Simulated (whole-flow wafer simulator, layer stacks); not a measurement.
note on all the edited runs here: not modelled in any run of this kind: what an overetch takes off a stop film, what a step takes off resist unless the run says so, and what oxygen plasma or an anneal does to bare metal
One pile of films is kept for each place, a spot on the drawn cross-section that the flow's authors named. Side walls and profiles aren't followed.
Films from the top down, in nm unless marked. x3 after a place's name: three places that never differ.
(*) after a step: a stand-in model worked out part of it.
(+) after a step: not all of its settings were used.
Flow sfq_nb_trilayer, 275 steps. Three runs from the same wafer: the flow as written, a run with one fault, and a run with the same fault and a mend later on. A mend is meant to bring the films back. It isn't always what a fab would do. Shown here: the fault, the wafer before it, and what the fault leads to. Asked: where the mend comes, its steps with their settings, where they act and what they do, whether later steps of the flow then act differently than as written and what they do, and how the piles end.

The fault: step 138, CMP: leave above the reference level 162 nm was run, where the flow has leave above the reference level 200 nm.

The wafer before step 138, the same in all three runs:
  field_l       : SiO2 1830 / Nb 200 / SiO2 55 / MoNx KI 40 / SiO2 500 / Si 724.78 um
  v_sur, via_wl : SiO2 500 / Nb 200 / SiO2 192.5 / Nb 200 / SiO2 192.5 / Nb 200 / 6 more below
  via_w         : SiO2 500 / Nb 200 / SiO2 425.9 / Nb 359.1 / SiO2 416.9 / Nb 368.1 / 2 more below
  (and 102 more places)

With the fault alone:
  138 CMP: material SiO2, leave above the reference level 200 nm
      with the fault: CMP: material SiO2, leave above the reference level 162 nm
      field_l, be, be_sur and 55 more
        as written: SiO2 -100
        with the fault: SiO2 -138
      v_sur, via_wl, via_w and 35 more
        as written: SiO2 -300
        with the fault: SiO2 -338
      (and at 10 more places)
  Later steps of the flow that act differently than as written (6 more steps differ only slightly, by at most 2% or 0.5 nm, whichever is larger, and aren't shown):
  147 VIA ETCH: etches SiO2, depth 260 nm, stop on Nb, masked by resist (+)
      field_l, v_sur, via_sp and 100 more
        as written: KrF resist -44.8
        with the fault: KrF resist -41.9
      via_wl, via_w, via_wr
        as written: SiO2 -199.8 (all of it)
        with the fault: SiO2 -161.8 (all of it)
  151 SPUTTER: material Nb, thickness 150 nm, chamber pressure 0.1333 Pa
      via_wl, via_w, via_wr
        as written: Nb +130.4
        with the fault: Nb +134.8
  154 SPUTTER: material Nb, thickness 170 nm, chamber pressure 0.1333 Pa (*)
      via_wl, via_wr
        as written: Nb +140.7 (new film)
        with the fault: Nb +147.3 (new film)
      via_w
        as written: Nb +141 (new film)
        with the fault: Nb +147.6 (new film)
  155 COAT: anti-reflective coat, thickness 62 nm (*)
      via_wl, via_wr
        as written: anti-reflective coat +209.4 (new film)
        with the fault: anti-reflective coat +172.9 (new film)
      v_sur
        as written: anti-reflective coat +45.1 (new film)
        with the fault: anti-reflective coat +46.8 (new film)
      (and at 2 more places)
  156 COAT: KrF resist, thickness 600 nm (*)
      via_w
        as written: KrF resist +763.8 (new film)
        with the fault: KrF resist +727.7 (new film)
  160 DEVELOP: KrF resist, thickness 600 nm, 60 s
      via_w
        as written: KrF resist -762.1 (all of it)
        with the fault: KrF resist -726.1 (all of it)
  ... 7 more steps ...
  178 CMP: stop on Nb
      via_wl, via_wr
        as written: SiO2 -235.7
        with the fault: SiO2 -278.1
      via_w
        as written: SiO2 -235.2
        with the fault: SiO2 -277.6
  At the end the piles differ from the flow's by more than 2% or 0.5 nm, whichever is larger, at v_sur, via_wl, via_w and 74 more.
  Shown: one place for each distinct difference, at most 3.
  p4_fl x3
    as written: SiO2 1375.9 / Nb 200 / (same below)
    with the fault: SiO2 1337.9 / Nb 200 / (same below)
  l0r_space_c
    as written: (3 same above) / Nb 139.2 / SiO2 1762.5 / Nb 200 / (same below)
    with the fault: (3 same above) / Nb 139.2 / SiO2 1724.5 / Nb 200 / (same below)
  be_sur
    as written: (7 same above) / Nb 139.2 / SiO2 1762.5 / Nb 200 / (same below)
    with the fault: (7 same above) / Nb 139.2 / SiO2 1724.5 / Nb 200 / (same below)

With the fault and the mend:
  The mend comes after step 139.
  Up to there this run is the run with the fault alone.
  139a PECVD: material SiO2, thickness 38 nm, 150 C, 8.444 s, RF power 183.3 W, pressure 2.4 Torr, precursor SiH4/N2O (the flow's step 137 once more, with other settings)
      field_l, v_sur, via_wl and 103 more
        SiO2 +38
  No later step of the flow acts differently than as written, at any place that is followed, by more than 2% or 0.5 nm, whichever is larger.
  At the end the piles are the same as the flow's at every place that both follow.
